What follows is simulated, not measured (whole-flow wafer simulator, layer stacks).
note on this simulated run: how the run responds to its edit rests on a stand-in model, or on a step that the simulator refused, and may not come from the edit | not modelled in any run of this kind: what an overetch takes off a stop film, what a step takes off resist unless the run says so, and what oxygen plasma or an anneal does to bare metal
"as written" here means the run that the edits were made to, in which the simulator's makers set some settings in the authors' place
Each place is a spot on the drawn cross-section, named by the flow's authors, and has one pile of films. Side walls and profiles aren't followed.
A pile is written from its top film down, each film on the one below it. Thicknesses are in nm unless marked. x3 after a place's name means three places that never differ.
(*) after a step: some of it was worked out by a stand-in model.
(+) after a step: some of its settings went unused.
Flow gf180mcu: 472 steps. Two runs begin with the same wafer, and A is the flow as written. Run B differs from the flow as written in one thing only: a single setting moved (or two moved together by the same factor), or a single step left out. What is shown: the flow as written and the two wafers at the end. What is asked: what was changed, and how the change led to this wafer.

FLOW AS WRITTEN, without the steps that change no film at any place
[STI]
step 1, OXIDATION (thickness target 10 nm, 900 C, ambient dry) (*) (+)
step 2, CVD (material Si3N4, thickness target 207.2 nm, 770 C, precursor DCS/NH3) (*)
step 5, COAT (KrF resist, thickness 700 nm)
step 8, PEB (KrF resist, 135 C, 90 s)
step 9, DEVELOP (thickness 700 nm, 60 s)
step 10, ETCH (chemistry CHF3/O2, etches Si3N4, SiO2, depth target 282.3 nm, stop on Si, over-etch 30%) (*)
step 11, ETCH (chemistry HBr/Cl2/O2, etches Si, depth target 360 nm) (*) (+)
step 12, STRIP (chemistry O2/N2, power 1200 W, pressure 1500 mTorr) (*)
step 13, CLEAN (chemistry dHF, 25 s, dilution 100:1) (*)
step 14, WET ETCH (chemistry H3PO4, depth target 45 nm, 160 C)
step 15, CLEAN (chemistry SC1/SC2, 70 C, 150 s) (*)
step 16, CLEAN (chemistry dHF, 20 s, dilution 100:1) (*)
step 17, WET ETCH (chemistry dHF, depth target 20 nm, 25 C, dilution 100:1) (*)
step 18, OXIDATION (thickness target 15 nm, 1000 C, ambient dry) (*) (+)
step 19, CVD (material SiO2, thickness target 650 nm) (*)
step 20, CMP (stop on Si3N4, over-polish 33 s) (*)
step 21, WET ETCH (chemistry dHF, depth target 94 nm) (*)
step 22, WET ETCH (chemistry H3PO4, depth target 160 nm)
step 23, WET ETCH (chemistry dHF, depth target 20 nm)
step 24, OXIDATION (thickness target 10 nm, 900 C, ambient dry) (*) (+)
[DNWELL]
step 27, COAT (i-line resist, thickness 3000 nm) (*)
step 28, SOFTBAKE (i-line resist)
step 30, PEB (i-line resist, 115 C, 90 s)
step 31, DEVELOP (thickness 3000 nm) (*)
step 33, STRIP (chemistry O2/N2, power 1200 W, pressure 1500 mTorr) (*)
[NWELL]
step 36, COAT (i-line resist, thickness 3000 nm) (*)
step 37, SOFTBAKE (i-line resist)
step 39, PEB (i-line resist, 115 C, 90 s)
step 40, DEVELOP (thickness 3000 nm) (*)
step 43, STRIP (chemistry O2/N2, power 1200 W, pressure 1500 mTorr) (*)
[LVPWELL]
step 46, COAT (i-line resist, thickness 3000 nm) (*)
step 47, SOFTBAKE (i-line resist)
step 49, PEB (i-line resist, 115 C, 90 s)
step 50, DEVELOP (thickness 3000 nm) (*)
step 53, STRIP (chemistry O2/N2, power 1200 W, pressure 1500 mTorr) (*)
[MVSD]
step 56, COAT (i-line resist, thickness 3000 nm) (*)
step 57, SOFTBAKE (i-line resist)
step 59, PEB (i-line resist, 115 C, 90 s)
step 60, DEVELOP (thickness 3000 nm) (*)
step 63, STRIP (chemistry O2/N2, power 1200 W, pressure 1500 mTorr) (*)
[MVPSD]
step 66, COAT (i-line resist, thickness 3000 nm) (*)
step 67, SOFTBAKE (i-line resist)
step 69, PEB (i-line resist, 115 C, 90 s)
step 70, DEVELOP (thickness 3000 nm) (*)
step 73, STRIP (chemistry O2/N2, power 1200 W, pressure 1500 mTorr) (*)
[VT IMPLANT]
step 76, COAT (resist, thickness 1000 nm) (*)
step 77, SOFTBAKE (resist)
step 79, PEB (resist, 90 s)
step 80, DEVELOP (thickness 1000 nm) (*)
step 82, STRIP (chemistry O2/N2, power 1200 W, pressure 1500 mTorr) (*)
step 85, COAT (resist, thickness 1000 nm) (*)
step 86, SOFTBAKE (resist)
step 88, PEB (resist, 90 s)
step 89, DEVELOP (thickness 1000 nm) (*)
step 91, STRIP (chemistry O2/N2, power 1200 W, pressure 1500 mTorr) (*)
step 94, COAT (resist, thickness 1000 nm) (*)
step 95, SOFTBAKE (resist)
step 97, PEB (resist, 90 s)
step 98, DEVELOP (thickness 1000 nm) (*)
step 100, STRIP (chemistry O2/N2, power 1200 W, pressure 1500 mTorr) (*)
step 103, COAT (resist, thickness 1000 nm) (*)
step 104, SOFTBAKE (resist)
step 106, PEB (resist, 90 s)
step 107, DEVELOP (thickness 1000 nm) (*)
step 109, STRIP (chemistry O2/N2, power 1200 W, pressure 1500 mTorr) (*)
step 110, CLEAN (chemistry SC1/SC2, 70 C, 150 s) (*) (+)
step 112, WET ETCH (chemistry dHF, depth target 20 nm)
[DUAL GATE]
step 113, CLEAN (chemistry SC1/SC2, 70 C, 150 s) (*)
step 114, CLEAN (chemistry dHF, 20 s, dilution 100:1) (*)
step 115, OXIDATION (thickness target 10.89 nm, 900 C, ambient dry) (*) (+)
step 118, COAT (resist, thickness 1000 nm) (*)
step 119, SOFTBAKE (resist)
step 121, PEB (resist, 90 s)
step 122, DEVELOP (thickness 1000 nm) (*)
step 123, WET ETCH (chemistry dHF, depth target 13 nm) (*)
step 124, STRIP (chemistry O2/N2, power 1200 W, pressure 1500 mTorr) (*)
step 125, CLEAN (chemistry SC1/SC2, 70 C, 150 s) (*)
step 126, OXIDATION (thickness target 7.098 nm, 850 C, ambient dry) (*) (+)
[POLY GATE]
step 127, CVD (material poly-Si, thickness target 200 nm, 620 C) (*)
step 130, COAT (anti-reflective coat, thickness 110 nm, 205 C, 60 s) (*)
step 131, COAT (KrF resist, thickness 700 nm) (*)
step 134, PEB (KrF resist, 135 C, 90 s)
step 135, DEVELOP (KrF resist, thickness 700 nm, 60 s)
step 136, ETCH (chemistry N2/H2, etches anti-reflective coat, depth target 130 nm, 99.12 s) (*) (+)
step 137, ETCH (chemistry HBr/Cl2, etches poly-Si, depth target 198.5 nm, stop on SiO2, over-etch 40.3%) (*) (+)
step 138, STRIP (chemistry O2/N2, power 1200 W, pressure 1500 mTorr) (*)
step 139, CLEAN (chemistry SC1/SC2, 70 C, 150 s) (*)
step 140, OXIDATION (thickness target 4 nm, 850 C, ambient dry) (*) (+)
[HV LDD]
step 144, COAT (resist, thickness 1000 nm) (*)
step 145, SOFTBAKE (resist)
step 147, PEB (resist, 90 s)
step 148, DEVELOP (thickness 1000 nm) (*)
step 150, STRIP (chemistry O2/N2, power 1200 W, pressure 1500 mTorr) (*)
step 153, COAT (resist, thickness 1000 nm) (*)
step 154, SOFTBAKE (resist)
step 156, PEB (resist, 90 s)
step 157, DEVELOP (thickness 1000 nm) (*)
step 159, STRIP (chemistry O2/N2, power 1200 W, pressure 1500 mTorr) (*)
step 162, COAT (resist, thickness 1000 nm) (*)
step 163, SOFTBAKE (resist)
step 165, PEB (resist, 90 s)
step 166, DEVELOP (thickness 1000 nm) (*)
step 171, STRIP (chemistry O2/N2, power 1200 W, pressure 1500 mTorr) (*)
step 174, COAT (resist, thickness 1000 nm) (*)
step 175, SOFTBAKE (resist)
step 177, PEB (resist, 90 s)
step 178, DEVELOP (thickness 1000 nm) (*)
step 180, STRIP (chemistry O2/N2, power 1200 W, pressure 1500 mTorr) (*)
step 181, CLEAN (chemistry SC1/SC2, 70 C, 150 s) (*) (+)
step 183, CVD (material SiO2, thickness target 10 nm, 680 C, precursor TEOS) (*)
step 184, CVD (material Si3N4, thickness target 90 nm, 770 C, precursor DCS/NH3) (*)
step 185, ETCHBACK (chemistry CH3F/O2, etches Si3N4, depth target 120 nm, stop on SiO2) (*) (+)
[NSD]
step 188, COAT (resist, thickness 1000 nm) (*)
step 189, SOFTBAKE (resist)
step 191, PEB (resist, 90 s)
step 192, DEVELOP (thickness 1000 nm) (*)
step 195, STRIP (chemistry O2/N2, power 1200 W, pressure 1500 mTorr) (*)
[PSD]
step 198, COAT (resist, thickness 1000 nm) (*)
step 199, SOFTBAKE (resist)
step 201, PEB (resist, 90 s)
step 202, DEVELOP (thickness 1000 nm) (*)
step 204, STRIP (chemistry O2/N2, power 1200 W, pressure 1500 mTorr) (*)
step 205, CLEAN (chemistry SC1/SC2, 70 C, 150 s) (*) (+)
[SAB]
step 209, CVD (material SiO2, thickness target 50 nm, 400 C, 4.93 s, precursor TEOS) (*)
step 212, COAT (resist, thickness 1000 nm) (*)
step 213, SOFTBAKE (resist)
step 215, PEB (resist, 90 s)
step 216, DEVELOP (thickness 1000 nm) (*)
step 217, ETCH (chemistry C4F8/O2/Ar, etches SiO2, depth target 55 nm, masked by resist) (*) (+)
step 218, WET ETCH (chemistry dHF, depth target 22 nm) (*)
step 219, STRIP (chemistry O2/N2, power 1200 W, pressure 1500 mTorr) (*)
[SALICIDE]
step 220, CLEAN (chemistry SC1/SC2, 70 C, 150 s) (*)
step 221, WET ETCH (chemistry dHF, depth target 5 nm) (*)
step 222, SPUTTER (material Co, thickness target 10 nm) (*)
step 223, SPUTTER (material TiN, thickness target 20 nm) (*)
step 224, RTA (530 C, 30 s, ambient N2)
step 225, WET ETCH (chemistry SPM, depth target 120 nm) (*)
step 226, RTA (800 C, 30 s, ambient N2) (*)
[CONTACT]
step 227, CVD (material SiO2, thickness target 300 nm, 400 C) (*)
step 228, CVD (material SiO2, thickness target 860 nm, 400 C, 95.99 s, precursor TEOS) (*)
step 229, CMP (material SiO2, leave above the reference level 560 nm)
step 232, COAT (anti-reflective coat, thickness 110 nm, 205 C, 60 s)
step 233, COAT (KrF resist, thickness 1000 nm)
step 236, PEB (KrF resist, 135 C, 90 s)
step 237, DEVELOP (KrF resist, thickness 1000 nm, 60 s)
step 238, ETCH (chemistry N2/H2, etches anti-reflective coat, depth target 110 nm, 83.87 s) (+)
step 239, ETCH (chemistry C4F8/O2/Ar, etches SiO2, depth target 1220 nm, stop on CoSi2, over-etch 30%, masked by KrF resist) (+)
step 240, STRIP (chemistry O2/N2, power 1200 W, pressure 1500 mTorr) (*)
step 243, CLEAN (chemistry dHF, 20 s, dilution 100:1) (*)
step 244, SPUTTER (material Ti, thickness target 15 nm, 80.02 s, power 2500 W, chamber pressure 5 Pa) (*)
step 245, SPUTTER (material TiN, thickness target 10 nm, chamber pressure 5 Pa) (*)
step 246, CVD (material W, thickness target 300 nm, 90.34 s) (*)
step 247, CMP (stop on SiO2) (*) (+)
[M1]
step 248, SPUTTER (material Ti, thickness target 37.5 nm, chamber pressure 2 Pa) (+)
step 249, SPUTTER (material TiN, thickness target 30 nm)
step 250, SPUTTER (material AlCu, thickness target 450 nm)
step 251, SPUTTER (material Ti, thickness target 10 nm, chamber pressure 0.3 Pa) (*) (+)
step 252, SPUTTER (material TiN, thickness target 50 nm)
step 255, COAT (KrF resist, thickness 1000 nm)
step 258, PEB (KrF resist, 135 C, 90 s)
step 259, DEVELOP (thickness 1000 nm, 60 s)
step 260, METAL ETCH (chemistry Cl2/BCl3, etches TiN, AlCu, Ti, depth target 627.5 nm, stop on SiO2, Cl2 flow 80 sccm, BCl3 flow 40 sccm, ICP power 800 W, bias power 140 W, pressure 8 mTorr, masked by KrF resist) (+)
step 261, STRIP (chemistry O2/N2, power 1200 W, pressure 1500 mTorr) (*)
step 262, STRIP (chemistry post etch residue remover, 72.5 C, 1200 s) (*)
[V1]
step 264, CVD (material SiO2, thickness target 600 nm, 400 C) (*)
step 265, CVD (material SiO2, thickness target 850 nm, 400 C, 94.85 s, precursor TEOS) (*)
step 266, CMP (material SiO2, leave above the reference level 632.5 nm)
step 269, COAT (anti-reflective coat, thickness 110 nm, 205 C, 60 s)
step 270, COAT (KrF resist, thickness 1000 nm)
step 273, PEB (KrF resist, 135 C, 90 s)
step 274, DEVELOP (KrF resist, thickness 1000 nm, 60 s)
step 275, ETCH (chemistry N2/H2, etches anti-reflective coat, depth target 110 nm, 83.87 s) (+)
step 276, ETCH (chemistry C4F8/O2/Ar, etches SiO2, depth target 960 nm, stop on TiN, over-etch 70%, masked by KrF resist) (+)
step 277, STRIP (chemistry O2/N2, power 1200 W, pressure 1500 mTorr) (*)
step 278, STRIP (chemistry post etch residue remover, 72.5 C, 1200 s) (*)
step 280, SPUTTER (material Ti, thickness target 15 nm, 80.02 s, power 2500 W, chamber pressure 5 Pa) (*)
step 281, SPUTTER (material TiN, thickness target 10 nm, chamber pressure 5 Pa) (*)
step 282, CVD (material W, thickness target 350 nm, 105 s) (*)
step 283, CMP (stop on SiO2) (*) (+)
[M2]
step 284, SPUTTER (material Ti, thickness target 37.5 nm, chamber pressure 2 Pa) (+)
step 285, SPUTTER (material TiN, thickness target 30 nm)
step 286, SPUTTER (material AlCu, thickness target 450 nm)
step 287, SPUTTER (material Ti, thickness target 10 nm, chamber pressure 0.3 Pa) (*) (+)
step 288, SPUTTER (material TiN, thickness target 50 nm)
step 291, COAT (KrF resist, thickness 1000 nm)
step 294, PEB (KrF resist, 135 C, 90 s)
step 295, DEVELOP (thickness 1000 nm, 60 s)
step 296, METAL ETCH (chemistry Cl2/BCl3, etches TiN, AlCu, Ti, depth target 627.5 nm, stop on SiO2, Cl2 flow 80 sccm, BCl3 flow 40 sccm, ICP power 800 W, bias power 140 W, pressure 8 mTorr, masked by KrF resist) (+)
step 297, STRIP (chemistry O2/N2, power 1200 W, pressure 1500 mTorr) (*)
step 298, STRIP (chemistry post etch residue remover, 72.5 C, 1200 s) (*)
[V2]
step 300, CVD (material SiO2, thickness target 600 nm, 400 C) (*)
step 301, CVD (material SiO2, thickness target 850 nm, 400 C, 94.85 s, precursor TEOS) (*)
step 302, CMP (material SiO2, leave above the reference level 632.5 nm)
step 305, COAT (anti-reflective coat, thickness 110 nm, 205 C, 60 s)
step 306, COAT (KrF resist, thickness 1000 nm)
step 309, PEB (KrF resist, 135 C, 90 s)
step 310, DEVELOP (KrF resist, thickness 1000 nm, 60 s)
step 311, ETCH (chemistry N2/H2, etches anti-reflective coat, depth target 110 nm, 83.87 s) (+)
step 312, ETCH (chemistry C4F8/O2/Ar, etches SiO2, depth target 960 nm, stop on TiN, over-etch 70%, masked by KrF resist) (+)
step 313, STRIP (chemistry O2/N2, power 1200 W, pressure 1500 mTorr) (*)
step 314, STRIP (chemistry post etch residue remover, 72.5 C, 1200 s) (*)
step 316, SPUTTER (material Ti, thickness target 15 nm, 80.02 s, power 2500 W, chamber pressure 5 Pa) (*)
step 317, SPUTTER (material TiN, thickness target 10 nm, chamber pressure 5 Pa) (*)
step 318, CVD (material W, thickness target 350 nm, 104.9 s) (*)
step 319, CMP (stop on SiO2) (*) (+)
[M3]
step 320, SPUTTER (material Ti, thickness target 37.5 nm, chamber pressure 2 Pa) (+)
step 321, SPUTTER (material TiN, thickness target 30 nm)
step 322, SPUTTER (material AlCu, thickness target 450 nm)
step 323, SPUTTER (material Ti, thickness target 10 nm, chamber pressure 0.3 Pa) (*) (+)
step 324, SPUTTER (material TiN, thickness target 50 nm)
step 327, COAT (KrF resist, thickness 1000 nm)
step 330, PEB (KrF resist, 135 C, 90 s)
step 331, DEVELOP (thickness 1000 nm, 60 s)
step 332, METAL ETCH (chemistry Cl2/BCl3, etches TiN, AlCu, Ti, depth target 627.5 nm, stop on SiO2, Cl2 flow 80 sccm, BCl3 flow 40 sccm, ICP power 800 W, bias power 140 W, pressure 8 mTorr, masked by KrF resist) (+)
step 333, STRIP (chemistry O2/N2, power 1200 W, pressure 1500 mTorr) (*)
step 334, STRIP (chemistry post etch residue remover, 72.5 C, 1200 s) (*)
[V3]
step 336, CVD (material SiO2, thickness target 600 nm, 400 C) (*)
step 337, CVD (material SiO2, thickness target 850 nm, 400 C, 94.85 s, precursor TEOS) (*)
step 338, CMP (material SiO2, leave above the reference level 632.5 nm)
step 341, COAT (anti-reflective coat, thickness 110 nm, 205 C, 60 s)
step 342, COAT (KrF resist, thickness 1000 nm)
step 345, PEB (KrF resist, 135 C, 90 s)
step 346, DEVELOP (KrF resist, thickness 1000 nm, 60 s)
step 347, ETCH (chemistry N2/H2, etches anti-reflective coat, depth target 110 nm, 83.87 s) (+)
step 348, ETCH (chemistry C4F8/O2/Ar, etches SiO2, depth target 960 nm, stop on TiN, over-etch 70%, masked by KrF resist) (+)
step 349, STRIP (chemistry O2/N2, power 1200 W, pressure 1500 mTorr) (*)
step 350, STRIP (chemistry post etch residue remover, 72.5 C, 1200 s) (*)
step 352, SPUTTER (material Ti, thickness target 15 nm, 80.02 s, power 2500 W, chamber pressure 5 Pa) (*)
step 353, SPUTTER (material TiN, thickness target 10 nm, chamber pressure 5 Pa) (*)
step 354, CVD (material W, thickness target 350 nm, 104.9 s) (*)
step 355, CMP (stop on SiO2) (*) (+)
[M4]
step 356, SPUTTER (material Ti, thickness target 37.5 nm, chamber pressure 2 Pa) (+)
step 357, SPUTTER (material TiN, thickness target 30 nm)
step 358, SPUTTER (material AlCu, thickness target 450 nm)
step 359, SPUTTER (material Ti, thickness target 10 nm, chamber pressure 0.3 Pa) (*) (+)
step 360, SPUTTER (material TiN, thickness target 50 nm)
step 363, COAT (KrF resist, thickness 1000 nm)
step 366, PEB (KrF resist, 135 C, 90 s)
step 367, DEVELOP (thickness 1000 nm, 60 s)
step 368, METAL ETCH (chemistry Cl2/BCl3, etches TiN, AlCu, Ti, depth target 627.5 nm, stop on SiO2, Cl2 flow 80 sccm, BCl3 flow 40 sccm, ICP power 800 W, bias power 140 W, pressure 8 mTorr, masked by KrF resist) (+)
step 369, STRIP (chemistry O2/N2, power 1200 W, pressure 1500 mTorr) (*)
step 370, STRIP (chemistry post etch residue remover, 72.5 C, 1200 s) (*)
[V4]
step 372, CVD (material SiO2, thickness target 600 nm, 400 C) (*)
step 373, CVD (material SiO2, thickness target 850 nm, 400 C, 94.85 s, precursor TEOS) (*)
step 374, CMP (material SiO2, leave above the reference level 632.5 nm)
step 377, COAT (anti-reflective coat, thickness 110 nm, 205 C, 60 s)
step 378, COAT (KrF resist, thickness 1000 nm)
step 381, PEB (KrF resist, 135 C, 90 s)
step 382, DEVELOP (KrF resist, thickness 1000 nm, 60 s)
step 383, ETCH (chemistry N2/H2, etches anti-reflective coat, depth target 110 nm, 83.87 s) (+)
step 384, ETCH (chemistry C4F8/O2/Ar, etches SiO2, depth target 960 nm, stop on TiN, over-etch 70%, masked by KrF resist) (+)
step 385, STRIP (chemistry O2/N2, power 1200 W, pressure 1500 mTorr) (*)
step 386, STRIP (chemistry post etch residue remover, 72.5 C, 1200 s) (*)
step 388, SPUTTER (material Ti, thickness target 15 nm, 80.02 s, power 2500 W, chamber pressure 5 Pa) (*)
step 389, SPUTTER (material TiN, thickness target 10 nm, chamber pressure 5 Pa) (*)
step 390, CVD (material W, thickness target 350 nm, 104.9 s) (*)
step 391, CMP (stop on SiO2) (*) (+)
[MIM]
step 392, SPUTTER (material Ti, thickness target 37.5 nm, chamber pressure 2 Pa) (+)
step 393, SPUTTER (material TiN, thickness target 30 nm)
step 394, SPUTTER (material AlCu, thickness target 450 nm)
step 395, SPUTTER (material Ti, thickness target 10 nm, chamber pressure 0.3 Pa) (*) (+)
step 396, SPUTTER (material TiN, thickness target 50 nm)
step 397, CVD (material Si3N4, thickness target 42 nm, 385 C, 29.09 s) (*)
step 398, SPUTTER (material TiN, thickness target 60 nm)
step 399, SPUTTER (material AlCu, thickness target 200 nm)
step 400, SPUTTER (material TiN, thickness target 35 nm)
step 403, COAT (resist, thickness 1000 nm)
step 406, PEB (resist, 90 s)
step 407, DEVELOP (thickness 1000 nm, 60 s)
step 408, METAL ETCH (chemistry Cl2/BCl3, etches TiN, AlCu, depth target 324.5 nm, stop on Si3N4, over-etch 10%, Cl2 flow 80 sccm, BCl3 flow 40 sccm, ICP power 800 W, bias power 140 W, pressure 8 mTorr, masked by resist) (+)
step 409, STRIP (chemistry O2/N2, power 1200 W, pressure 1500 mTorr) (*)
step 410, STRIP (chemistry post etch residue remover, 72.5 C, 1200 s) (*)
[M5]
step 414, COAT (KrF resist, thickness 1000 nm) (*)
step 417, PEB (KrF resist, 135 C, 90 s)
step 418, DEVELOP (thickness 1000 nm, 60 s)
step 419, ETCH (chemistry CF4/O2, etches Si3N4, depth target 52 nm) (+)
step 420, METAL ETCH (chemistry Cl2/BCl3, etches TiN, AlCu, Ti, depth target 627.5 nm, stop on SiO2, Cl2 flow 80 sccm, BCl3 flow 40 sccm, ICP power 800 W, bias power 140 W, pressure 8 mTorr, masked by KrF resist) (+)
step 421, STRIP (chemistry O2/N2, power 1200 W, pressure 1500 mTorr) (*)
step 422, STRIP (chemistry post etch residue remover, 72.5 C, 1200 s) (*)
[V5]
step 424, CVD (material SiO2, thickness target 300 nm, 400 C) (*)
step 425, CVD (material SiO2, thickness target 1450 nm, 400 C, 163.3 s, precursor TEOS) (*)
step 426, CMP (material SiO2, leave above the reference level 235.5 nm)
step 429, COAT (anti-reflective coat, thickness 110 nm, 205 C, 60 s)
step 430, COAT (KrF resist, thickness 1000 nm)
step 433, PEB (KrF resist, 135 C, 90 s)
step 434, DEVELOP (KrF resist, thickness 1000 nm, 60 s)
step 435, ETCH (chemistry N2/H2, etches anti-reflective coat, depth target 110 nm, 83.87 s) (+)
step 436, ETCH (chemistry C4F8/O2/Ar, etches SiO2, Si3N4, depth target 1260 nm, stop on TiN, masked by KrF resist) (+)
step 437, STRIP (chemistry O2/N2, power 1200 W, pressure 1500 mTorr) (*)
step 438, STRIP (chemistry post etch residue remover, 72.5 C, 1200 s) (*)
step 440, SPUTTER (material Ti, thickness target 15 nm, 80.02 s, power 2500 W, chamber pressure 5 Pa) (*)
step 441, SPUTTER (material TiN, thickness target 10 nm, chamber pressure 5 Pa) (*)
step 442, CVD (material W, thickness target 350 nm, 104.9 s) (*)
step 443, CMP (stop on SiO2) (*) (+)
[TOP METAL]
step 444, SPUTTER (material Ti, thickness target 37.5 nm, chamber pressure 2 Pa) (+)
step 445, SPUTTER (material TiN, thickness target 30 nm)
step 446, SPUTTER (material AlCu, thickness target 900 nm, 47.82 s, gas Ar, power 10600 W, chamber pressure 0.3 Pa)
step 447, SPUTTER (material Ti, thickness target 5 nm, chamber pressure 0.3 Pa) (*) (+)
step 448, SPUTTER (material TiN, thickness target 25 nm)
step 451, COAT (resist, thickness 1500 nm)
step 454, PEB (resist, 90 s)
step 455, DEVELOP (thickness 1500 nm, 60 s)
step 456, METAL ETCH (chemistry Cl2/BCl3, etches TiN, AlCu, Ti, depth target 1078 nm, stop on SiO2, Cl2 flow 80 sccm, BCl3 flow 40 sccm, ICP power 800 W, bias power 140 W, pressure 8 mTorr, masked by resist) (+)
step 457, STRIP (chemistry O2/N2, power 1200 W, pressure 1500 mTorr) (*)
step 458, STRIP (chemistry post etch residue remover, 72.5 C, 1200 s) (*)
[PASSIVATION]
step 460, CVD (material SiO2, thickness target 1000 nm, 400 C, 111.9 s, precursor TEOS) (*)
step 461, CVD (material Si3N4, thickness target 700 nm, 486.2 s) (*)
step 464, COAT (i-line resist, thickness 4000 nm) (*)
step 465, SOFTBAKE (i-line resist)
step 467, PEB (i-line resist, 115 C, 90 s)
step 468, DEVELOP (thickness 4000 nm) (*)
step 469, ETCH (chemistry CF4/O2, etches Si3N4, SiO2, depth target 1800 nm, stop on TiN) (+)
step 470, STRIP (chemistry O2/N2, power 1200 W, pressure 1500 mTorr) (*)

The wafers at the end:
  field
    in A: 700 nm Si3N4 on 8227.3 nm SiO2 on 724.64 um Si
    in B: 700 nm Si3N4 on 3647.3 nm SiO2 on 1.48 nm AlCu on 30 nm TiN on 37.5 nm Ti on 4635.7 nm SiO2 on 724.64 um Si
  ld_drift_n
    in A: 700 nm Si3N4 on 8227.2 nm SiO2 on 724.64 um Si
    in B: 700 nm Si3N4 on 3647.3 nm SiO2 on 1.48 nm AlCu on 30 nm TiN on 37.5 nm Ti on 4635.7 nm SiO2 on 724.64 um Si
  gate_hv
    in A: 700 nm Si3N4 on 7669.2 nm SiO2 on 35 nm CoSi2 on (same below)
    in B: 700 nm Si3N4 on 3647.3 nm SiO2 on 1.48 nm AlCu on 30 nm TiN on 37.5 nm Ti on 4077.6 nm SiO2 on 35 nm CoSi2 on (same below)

Cause: step 358, SPUTTER: thickness target 574.7 nm was run, though the flow has thickness target 450 nm.

The path from the change to this, step by step:
  step 358, SPUTTER (material AlCu, thickness target 450 nm)
      field, field__w1, field__w2 and 108 more: A AlCu gains 450 (new film) | B AlCu gains 574.7 (new film)
  step 368, METAL ETCH (chemistry Cl2/BCl3, etches TiN, AlCu, Ti, depth target 627.5 nm, stop on SiO2, Cl2 flow 80 sccm, BCl3 flow 40 sccm, ICP power 800 W, bias power 140 W, pressure 8 mTorr, masked by KrF resist) (+)
      field, field__w1, field__w2 and 103 more: A TiN loses 50 (all of it), Ti loses 10 (all of it), AlCu loses 450 (all of it), TiN loses 30 (all of it), Ti loses 37.5 (all of it) | B TiN loses 50 (all of it), Ti loses 10 (all of it), AlCu loses 567.5
  step 370, STRIP (chemistry post etch residue remover, 72.5 C, 1200 s) (*)
      field, field__w1, field__w2 and 103 more: A nothing | B AlCu loses 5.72
  step 372, CVD (material SiO2, thickness target 600 nm, 400 C) (*)
      field, field__w1, field__w2 and 103 more: A SiO2 gains 600 | B SiO2 gains 600 (new film)
  step 374, CMP (material SiO2, leave above the reference level 632.5 nm)
      field, field__w1, field__w2 and 103 more: A SiO2 loses 300 | B SiO2 loses 244.3
If metal films that touch count as one body, field has 1 body; the flow as written gives 0 bodies.
If metal films that touch count as one body, ld_drift_n has 1 body; the flow as written gives 0 bodies.
If metal films that touch count as one body, gate_hv has 2 bodies (between them, from the top down: SiO2 4077.6); the flow as written gives 1 body.
